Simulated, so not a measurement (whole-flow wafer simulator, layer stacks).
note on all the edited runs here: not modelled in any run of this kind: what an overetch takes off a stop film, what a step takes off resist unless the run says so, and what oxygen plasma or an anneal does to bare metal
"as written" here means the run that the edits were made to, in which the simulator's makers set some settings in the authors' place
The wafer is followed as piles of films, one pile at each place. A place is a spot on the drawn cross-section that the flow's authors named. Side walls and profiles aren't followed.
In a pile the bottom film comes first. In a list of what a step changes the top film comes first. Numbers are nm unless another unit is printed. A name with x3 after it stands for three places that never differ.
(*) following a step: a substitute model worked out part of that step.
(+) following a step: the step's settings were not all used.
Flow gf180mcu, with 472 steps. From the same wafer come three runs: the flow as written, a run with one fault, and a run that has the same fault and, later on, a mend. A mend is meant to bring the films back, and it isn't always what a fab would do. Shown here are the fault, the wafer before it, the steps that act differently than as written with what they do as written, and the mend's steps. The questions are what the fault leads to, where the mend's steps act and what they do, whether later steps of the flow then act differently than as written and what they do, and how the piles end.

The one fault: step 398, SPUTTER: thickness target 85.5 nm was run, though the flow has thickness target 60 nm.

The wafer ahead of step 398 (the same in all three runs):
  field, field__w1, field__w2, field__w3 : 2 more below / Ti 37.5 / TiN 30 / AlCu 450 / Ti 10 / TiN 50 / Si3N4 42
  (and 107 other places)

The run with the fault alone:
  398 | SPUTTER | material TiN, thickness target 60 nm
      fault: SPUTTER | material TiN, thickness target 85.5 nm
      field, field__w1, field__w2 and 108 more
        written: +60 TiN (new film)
        fault: +85.5 TiN (new film)
  Steps later in the flow that act otherwise than as written (4 other steps are not shown; they differ only slightly, by no more than 2% or 0.5 nm, whichever is larger):
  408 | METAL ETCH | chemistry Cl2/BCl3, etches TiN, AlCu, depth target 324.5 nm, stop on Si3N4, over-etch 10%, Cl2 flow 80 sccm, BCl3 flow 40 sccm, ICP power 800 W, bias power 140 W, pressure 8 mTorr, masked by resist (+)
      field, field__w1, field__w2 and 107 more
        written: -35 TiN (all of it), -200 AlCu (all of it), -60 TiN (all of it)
        fault: -35 TiN (all of it), -200 AlCu (all of it), -85.5 TiN (all of it)
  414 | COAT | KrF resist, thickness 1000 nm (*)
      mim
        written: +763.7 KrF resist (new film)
        fault: +744.4 KrF resist (new film)
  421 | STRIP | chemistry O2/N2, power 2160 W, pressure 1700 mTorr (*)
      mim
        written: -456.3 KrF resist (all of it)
        fault: -437.3 KrF resist (all of it)
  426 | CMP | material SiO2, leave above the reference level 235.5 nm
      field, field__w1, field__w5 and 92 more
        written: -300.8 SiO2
        fault: -275.3 SiO2
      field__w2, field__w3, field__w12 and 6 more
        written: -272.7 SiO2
        fault: -247.2 SiO2
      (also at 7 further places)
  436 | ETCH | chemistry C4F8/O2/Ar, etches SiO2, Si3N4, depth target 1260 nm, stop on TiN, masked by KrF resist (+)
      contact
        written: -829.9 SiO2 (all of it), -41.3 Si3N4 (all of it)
        fault: -855.4 SiO2 (all of it), -41.3 Si3N4 (all of it)
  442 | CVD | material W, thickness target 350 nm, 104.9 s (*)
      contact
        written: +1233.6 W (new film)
        fault: +1259.3 W (new film)
  By the end, the piles at field__w8, contact, m1, m1__w1, mim, m1_nw depart from the flow's by more than 2% or 0.5 nm, whichever is larger.
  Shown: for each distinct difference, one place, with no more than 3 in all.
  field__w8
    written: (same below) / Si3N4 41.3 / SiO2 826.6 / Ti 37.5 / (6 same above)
    fault: (same below) / Si3N4 41.3 / SiO2 852.1 / Ti 37.5 / (6 same above)
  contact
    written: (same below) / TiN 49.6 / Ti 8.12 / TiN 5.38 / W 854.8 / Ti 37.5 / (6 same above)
    fault: (same below) / TiN 49.6 / Ti 8 / TiN 5.3 / W 880.5 / Ti 37.5 / (6 same above)
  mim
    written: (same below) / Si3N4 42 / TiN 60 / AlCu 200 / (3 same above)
    fault: (same below) / Si3N4 42 / TiN 85.5 / AlCu 200 / (3 same above)

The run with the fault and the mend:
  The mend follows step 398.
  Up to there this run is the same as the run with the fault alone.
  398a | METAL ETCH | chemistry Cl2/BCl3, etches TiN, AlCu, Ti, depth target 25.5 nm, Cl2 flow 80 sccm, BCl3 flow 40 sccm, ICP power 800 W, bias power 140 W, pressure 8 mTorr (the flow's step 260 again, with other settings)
      field, field__w1, field__w2 and 108 more
        -25.5 TiN
  None of the later steps of the flow acts differently than as written at any place that is followed.
  The piles end the same as the flow's at every place that both follow.
